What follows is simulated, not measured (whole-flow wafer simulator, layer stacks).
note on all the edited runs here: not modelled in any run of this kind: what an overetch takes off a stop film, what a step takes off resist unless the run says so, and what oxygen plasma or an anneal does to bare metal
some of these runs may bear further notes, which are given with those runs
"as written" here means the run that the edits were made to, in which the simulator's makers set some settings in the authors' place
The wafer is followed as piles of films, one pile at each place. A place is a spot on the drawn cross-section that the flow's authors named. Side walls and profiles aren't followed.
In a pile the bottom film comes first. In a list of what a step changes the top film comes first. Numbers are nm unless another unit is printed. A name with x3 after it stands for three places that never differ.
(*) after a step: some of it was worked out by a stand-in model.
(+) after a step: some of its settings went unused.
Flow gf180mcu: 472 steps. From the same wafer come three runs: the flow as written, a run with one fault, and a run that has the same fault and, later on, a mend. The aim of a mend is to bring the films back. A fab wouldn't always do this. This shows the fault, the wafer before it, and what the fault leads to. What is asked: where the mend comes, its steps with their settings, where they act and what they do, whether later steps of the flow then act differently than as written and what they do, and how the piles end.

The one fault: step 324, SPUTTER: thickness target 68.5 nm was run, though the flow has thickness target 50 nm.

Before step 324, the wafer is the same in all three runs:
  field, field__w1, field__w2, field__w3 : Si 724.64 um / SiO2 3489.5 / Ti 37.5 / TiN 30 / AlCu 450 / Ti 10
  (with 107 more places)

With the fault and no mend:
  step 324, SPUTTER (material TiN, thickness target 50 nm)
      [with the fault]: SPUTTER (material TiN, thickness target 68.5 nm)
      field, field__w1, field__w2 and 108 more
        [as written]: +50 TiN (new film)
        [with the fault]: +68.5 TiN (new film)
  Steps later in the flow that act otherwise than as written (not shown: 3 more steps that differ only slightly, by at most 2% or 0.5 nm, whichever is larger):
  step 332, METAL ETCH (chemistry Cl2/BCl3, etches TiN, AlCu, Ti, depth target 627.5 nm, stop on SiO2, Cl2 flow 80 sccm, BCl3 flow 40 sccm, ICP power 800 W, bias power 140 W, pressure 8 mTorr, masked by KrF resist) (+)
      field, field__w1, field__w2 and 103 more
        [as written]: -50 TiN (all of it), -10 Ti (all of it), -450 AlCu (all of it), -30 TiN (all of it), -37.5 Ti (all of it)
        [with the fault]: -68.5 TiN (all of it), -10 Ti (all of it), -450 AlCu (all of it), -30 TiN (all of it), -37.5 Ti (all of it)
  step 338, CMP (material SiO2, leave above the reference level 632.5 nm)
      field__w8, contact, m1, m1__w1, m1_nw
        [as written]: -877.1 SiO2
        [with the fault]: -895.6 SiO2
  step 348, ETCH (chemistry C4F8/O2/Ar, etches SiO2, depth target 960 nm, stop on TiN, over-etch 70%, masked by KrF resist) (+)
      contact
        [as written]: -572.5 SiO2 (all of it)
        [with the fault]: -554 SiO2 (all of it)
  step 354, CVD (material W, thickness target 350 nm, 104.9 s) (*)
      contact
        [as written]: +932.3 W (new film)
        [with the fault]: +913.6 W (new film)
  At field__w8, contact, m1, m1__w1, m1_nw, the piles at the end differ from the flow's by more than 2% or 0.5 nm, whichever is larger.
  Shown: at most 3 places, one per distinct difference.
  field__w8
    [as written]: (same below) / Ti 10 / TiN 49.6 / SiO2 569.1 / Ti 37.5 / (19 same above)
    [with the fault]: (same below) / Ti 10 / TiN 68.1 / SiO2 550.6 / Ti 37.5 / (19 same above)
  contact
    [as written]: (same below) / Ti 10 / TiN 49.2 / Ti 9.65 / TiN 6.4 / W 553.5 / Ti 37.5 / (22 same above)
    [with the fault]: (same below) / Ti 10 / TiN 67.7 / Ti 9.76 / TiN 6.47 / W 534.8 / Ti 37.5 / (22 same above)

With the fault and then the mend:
  The mend stands after step 331.
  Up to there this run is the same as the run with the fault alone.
  step 331a, STRIP (chemistry O2/N2, power 2160 W, pressure 1700 mTorr) (*)
      field__w8, contact, m1, m1__w1, m1_nw
        -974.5 KrF resist (all of it)
  step 331b, METAL ETCH (chemistry Cl2/BCl3, etches TiN, AlCu, Ti, depth target 18.5 nm, Cl2 flow 80 sccm, BCl3 flow 40 sccm, ICP power 800 W, bias power 140 W, pressure 8 mTorr) (the flow's step 260, run once more with other settings)
      field, field__w1, field__w2 and 108 more
        -18.5 TiN
  step 331c, HMDS (120 C, 60 s) (the flow's step 326, run once more)
      does not change any film at any place that is followed
  step 331d, COAT (KrF resist, thickness 1000 nm) (the flow's step 327, run once more)
      field, field__w1, field__w2 and 108 more
        +1000 KrF resist (new film)
  step 331e, SOFTBAKE (KrF resist) (the flow's step 328, run once more)
      does not change any film at any place that is followed
  step 331f, EXPOSE (photomask Metal3) (the flow's step 329, run once more)
      does not change any film at any place that is followed
  step 331g, PEB (KrF resist, 135 C, 90 s) (the flow's step 330, run once more)
      field, field__w1, field__w2 and 108 more
        -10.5 KrF resist
  step 331h, DEVELOP (thickness 1000 nm, 60 s) (the flow's step 331, run once more)
      field, field__w1, field__w2 and 103 more
        -989.5 KrF resist (all of it)
      field__w8, contact, m1, m1__w1, m1_nw
        -14.9 KrF resist
  None of the later steps of the flow acts differently than as written at any place that is followed.
  At every place that both follow, the piles at the end match the flow's.
